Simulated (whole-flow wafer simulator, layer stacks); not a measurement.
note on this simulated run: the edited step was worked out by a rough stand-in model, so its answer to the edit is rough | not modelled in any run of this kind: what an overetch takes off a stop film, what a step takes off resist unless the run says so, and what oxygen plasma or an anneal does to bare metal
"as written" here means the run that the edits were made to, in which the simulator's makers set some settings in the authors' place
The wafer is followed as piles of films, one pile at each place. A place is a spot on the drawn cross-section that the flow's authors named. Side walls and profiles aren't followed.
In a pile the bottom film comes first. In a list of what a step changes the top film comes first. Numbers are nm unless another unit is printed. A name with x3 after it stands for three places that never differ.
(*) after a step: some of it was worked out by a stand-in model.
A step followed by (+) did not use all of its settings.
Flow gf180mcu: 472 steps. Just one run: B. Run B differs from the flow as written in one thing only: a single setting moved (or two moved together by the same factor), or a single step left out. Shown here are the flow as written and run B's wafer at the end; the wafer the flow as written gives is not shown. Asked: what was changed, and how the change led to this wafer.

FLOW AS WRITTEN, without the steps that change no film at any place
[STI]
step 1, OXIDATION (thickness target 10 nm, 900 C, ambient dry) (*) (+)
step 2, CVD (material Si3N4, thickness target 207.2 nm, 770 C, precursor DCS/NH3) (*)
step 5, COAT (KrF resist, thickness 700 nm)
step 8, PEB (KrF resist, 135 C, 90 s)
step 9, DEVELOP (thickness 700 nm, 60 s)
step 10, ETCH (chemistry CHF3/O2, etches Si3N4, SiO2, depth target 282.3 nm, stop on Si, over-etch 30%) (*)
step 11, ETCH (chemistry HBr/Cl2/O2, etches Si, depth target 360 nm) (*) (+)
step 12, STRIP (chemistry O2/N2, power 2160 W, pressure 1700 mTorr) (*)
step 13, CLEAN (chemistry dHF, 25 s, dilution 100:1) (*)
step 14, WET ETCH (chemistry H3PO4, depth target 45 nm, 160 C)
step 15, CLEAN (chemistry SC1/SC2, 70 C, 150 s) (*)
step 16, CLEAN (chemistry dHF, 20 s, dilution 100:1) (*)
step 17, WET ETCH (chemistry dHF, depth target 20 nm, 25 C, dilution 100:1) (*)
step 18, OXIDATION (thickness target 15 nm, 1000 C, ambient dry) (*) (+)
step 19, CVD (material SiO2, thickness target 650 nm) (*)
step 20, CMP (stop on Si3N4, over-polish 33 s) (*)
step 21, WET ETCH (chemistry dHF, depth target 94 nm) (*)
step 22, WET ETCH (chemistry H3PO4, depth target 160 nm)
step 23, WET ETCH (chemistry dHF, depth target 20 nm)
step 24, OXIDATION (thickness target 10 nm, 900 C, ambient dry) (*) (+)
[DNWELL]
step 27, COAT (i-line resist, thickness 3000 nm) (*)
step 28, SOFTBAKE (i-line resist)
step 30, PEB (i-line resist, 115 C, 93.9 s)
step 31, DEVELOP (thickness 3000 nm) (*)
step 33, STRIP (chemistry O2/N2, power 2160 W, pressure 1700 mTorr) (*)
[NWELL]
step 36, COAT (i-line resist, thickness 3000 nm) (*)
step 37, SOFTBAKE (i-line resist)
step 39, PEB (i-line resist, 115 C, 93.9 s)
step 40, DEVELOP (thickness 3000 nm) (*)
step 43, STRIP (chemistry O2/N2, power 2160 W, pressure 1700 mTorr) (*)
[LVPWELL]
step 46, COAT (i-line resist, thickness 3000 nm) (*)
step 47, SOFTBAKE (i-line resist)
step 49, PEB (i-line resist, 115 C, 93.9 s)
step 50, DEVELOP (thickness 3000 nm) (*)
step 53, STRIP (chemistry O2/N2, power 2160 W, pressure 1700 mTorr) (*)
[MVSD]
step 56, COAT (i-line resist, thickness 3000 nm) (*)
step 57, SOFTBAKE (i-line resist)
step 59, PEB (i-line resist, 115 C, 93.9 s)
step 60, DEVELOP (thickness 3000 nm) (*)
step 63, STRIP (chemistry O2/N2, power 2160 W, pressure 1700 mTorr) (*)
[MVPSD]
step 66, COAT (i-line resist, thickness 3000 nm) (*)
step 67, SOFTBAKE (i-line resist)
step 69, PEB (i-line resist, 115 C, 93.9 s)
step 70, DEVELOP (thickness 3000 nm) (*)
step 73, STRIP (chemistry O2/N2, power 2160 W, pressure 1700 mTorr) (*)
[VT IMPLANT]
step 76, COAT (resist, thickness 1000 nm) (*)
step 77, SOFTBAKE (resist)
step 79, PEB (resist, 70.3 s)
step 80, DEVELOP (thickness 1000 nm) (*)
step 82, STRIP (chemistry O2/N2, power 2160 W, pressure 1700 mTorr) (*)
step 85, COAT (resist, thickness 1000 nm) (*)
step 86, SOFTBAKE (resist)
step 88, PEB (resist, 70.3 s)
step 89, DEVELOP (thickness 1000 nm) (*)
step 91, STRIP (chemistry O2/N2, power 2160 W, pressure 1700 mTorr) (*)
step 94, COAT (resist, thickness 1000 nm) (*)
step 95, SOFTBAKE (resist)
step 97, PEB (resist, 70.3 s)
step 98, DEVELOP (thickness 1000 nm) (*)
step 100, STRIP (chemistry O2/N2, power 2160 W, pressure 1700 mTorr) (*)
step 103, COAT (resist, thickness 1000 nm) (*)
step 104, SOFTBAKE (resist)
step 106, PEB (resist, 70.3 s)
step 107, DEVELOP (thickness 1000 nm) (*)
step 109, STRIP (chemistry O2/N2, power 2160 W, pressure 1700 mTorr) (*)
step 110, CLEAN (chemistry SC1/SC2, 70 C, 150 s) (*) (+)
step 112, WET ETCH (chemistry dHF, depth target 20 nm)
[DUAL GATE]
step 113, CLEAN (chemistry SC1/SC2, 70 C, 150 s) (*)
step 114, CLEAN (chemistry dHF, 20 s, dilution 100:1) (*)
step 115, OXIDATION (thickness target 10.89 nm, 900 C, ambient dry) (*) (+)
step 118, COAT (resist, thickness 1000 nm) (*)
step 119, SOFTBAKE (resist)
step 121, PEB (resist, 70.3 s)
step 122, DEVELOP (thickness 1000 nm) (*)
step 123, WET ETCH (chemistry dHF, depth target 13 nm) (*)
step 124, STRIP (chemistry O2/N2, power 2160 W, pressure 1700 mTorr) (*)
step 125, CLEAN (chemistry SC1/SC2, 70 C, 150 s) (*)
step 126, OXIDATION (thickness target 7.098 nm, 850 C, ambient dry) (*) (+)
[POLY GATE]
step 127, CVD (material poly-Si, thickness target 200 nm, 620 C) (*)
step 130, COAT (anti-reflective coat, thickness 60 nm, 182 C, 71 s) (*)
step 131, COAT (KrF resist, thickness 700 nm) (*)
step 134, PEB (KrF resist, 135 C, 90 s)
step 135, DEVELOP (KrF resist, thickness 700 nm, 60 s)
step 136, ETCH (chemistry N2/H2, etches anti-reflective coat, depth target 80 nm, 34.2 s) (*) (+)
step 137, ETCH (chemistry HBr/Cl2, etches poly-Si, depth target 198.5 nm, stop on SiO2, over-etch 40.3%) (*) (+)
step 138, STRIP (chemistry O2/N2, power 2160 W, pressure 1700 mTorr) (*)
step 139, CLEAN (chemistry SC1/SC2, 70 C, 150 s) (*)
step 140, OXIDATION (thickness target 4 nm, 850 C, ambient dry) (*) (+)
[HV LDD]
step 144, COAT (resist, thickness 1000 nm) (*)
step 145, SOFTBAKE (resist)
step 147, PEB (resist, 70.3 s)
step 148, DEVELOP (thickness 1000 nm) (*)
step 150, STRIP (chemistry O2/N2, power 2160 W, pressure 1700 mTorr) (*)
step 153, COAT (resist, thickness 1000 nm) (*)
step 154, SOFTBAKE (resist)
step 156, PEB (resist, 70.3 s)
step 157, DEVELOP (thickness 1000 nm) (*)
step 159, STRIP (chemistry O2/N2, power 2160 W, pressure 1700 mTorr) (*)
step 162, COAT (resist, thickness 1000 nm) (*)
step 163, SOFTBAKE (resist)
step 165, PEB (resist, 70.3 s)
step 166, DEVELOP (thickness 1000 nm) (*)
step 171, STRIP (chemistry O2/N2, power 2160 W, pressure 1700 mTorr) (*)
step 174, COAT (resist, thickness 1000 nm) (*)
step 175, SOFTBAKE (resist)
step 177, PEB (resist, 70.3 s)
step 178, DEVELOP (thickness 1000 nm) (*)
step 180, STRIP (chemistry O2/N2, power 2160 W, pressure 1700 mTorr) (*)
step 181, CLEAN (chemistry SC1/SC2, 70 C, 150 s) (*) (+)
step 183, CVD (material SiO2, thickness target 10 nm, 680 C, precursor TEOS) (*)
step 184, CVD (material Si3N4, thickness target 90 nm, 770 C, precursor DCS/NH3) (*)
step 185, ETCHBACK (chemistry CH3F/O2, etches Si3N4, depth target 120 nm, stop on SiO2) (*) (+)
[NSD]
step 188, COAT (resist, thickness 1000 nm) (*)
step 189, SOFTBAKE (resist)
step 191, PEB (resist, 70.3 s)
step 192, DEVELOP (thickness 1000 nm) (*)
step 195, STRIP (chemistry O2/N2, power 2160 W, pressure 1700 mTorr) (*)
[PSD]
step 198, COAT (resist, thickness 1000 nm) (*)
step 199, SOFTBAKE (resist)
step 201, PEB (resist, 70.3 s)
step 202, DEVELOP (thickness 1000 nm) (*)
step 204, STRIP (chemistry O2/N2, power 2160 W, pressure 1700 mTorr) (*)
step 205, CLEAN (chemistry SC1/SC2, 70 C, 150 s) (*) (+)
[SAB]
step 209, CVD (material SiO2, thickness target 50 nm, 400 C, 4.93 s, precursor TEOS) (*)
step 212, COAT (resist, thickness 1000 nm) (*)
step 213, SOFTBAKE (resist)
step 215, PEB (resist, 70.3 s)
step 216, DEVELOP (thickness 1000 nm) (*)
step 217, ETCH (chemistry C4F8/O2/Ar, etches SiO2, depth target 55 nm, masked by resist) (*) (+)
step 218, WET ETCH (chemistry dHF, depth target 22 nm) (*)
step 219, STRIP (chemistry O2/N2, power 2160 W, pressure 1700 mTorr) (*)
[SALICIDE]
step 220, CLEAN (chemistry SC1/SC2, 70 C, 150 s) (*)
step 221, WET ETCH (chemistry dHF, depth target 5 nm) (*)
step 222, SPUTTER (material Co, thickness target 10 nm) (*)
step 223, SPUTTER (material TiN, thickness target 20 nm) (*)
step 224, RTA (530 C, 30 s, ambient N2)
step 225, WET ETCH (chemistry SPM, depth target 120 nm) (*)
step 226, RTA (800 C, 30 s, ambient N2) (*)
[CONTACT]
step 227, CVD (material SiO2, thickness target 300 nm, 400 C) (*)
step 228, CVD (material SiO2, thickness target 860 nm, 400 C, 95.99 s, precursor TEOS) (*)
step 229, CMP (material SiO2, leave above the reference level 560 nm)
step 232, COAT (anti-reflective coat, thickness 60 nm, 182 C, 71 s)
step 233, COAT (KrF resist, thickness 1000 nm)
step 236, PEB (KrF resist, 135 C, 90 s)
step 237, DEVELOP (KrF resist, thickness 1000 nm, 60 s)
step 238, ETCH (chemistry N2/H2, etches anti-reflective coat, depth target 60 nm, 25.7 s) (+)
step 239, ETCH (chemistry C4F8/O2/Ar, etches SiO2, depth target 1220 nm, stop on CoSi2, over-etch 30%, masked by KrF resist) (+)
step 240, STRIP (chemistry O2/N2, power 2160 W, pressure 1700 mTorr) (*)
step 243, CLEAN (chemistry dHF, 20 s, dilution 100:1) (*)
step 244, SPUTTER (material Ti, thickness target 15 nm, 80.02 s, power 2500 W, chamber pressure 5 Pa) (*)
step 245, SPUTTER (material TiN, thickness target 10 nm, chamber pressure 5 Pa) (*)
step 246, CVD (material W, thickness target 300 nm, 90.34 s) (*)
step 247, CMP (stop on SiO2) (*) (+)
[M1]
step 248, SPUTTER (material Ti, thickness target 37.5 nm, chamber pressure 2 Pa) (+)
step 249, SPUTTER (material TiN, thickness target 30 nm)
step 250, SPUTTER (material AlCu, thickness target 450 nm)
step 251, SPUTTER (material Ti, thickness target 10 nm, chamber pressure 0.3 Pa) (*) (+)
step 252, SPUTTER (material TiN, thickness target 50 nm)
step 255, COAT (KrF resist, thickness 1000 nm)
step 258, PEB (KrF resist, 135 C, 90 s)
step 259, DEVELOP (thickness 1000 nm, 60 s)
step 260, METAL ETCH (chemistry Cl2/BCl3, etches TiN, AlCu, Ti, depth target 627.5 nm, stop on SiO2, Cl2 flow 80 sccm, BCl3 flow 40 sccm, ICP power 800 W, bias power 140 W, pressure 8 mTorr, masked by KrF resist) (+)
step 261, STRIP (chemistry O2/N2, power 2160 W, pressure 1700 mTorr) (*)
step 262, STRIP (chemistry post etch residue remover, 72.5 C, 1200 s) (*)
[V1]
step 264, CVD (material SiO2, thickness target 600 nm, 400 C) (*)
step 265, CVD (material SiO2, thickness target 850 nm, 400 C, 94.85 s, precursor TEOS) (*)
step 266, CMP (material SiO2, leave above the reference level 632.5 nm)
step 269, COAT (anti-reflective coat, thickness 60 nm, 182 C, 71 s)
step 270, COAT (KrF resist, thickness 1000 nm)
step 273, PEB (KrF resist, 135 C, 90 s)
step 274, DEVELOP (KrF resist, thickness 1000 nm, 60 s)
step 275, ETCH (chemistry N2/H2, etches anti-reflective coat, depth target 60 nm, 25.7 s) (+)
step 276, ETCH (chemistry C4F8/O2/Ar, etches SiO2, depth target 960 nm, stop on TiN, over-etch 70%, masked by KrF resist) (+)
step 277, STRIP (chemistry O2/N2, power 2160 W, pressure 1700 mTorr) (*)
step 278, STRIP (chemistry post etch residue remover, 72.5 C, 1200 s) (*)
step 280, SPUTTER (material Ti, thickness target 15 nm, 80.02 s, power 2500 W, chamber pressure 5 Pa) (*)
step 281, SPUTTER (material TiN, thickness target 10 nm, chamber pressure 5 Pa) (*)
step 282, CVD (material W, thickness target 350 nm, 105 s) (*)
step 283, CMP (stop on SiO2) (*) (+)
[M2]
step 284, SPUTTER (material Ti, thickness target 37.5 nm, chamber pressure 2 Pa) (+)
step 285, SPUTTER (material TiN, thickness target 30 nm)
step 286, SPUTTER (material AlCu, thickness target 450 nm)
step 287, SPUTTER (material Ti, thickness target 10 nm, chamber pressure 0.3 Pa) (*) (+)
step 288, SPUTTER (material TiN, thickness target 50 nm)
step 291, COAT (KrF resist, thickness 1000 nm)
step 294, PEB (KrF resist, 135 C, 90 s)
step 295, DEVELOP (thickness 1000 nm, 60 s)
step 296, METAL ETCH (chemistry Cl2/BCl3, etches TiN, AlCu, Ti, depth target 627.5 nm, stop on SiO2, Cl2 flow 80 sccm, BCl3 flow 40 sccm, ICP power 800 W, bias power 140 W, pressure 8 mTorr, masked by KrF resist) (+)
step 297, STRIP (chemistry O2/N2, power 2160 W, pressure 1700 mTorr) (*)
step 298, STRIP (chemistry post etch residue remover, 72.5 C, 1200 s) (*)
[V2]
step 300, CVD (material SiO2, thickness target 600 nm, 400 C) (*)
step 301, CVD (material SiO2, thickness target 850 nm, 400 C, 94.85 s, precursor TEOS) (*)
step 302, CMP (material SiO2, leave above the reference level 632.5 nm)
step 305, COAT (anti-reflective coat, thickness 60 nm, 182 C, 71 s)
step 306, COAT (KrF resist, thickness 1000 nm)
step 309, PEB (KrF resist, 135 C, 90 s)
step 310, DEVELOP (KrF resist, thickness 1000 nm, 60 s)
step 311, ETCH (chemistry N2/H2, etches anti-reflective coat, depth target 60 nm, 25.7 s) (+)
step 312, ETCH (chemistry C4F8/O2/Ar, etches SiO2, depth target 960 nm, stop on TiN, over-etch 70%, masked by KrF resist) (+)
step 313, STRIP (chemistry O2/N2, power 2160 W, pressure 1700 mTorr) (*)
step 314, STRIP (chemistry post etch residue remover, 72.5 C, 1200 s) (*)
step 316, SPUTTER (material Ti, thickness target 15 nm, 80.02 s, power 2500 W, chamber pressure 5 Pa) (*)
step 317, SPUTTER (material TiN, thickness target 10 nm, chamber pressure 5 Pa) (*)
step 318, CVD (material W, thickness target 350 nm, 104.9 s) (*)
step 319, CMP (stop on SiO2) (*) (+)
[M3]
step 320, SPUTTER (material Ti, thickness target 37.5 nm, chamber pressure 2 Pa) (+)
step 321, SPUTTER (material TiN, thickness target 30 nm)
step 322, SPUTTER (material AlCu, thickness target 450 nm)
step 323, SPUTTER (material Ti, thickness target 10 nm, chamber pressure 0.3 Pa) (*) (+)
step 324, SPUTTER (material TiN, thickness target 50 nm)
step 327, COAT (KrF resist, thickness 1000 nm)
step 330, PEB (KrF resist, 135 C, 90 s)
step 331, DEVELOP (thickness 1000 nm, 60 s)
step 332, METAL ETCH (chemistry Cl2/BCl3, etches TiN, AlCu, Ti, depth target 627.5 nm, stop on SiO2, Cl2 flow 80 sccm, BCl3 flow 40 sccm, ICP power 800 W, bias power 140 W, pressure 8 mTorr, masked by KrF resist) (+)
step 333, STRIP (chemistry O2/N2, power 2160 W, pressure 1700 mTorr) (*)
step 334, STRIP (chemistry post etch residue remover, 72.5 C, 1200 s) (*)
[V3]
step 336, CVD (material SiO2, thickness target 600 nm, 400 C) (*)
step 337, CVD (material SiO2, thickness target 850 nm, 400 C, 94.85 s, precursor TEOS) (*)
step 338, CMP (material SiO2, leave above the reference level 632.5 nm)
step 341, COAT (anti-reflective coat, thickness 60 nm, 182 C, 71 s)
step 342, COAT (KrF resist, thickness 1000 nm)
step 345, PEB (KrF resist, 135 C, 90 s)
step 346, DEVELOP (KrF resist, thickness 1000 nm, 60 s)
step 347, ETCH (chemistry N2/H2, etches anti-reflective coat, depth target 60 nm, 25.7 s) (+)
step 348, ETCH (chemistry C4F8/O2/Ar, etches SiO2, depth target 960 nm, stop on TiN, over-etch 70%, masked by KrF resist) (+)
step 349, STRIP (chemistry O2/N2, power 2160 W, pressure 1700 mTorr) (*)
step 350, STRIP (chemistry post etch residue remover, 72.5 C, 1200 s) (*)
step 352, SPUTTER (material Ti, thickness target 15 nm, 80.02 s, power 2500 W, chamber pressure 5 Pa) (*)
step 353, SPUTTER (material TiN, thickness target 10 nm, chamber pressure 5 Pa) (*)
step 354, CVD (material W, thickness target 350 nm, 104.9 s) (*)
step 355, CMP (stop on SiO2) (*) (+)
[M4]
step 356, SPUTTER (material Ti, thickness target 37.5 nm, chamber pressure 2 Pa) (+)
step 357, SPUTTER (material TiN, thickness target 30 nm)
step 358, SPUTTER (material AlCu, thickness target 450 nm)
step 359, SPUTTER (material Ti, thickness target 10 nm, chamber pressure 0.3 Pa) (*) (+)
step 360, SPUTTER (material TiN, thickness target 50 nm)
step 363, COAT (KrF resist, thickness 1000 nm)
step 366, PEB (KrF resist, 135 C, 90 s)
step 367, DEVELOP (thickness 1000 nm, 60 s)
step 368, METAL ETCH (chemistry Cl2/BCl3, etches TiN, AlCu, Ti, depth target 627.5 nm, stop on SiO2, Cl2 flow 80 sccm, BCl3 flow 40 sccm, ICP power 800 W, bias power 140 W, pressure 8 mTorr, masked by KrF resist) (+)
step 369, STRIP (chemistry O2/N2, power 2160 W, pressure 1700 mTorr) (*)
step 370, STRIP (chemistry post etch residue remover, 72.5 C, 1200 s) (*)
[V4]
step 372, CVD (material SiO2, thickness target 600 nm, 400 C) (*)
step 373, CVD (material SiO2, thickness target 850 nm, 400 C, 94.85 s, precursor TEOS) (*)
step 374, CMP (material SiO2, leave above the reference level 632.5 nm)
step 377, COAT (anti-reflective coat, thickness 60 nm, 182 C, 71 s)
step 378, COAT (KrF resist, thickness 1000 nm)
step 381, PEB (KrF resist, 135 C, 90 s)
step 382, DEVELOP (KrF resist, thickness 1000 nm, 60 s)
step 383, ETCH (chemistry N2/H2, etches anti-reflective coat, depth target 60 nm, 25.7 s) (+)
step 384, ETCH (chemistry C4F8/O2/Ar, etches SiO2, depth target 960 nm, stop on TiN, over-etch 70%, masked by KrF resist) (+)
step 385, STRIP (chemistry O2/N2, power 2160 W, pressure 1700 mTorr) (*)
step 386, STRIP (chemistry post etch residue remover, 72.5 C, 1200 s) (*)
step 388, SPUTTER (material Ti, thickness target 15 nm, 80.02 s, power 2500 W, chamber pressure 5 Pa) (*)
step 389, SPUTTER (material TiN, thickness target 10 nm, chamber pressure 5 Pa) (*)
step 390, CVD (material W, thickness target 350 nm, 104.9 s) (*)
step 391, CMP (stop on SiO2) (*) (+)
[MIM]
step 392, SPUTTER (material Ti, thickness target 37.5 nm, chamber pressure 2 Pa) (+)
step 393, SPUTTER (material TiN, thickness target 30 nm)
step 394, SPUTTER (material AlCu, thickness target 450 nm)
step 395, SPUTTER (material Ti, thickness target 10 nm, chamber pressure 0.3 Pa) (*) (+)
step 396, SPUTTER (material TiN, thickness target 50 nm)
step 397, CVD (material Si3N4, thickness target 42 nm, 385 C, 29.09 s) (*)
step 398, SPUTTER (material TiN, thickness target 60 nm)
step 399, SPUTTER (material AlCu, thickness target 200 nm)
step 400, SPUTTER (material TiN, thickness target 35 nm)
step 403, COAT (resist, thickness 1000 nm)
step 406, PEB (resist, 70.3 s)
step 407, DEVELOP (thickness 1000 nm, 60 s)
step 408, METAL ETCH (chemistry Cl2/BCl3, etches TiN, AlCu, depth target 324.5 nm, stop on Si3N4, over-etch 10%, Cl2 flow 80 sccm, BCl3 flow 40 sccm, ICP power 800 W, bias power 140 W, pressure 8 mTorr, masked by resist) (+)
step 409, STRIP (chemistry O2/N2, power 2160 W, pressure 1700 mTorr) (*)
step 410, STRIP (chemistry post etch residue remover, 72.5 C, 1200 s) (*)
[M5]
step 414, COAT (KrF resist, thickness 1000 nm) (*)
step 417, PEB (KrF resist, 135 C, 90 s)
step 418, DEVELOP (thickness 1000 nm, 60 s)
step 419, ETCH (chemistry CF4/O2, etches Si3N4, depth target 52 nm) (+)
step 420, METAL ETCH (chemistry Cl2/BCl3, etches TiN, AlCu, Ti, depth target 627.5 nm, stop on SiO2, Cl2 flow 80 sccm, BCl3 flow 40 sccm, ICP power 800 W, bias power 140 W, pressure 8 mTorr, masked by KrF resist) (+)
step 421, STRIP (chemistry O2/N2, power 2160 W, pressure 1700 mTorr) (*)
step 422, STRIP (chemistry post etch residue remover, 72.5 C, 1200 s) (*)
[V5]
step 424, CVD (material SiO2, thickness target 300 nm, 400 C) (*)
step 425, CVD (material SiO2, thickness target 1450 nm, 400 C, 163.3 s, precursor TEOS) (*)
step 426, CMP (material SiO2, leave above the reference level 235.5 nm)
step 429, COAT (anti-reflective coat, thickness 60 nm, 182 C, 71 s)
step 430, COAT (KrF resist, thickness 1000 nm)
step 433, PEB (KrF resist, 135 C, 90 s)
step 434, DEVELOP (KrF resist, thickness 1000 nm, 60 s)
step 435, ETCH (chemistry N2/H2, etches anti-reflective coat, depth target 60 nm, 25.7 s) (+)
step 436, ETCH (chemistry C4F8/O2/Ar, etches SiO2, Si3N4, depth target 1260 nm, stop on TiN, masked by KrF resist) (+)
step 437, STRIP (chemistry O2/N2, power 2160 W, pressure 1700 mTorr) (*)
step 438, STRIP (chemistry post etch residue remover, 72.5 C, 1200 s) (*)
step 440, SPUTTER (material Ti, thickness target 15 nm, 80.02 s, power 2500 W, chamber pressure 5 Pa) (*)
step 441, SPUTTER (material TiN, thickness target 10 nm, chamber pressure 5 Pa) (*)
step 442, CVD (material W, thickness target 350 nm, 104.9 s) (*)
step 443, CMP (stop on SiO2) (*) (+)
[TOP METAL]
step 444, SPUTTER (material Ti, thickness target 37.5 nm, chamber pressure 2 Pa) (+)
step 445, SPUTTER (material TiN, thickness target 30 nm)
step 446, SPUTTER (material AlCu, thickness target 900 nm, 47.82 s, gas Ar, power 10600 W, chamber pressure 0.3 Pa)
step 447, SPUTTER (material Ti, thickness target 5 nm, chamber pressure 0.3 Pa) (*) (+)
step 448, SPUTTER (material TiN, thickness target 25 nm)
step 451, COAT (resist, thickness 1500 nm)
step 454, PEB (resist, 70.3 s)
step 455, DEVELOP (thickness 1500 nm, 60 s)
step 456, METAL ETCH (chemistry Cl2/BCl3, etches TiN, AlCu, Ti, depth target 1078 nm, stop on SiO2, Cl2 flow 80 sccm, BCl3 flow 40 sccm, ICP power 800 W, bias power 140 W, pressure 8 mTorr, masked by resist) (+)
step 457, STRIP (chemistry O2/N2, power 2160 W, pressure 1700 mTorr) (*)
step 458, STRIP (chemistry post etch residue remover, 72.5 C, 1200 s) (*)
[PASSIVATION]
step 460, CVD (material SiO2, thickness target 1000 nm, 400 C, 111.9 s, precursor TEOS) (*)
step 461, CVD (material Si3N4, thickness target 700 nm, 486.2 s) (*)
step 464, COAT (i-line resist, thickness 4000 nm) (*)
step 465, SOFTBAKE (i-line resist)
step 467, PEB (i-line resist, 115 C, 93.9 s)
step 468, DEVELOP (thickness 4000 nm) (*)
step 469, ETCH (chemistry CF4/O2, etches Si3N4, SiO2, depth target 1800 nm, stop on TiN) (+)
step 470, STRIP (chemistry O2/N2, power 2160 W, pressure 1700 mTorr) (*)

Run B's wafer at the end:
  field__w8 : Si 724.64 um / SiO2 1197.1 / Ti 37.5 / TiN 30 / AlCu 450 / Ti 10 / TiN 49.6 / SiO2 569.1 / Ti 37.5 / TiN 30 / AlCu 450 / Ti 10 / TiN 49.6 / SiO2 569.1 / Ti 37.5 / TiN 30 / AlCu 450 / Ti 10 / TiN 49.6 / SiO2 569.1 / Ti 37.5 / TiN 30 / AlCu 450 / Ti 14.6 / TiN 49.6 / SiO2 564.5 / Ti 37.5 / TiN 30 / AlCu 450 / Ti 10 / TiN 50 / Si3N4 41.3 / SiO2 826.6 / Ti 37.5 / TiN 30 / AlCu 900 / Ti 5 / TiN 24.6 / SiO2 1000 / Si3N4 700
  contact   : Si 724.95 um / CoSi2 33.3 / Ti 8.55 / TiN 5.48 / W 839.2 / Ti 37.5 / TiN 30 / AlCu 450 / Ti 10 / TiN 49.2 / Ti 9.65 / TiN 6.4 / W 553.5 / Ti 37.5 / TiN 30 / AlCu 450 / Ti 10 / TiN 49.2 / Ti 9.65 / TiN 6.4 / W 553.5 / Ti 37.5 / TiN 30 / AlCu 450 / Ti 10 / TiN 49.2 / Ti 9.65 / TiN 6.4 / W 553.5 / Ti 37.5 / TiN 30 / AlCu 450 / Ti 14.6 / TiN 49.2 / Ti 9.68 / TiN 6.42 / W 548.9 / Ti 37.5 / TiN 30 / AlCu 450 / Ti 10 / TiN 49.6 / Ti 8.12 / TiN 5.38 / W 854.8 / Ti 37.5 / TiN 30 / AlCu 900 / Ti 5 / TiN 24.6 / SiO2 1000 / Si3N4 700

Cause: step 359, SPUTTER: thickness target 14.6 nm was run, whereas the flow has thickness target 10 nm.
The wafer itself shows it: field__w8 has Ti 14.6, and step 359 as written asks for 10 nm.

Step by step, how the change led to this:
  step 359, SPUTTER (material Ti, thickness target 10 nm, chamber pressure 0.3 Pa) (*) (+)
      field, field__w1, field__w2 and 108 more: +14.6 Ti (new film) (as written it would have been: +10 Ti (new film))
  step 368, METAL ETCH (chemistry Cl2/BCl3, etches TiN, AlCu, Ti, depth target 627.5 nm, stop on SiO2, Cl2 flow 80 sccm, BCl3 flow 40 sccm, ICP power 800 W, bias power 140 W, pressure 8 mTorr, masked by KrF resist) (+)
      field, field__w1, field__w2 and 103 more: -50 TiN (all of it), -14.6 Ti (all of it), -450 AlCu (all of it), -30 TiN (all of it), -37.5 Ti (all of it) (as written it would have been: -50 TiN (all of it), -10 Ti (all of it), -450 AlCu (all of it), -30 TiN (all of it), -37.5 Ti (all of it))
